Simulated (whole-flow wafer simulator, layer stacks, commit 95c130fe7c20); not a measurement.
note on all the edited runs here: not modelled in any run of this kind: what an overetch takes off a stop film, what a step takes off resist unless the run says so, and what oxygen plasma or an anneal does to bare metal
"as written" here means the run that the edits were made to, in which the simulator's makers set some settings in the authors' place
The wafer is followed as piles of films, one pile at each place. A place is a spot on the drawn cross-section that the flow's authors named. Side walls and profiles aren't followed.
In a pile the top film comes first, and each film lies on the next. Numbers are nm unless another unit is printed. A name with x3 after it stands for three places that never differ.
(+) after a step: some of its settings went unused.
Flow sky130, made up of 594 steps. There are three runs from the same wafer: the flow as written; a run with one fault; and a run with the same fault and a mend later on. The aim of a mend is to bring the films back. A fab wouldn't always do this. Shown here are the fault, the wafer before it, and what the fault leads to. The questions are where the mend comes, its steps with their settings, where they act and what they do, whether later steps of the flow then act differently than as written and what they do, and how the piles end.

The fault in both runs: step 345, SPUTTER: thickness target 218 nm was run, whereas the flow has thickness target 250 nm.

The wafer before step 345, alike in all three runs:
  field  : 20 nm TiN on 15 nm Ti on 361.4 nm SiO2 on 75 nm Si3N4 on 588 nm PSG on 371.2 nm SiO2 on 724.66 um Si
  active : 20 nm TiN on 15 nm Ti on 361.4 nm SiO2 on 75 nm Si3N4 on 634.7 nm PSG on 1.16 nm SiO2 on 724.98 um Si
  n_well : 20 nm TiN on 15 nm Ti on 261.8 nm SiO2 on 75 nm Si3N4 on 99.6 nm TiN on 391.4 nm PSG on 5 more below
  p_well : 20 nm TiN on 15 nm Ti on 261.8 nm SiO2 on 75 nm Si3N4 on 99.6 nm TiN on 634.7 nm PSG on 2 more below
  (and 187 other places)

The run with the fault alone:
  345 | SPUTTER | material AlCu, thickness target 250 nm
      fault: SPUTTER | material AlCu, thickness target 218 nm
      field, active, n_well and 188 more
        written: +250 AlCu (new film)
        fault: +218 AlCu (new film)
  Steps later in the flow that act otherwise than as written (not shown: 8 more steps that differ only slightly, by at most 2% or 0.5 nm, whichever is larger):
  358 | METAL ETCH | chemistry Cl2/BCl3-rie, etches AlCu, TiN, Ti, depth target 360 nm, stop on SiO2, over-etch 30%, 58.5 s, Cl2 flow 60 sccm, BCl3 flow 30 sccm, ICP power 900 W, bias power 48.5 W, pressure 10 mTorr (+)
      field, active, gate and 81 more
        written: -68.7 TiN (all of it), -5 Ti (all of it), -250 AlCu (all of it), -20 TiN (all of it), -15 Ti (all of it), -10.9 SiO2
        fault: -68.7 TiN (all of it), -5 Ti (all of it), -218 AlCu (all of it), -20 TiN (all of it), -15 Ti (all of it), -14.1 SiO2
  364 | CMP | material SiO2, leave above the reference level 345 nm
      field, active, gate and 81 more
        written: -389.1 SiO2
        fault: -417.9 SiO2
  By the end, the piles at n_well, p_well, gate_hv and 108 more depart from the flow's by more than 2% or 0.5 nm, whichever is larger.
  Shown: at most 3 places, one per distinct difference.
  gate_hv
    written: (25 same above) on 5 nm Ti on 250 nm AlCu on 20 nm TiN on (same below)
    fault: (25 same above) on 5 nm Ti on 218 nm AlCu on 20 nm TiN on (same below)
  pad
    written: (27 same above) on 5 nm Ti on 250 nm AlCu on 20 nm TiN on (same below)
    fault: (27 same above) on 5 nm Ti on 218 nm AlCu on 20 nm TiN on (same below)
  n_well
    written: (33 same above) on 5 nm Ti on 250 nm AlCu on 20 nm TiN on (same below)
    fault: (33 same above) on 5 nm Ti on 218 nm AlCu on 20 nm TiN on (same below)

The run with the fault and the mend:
  The mend stands after step 345.
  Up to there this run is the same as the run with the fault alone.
  345a | SPUTTER | material AlCu, thickness target 32 nm (a further turn of the flow's step 345, with different settings)
      field, active, n_well and 188 more
        +32 AlCu
  Every later step of the flow that is run acts as written at every place that is followed.
  By the end, the piles equal the flow's at every place that both follow.
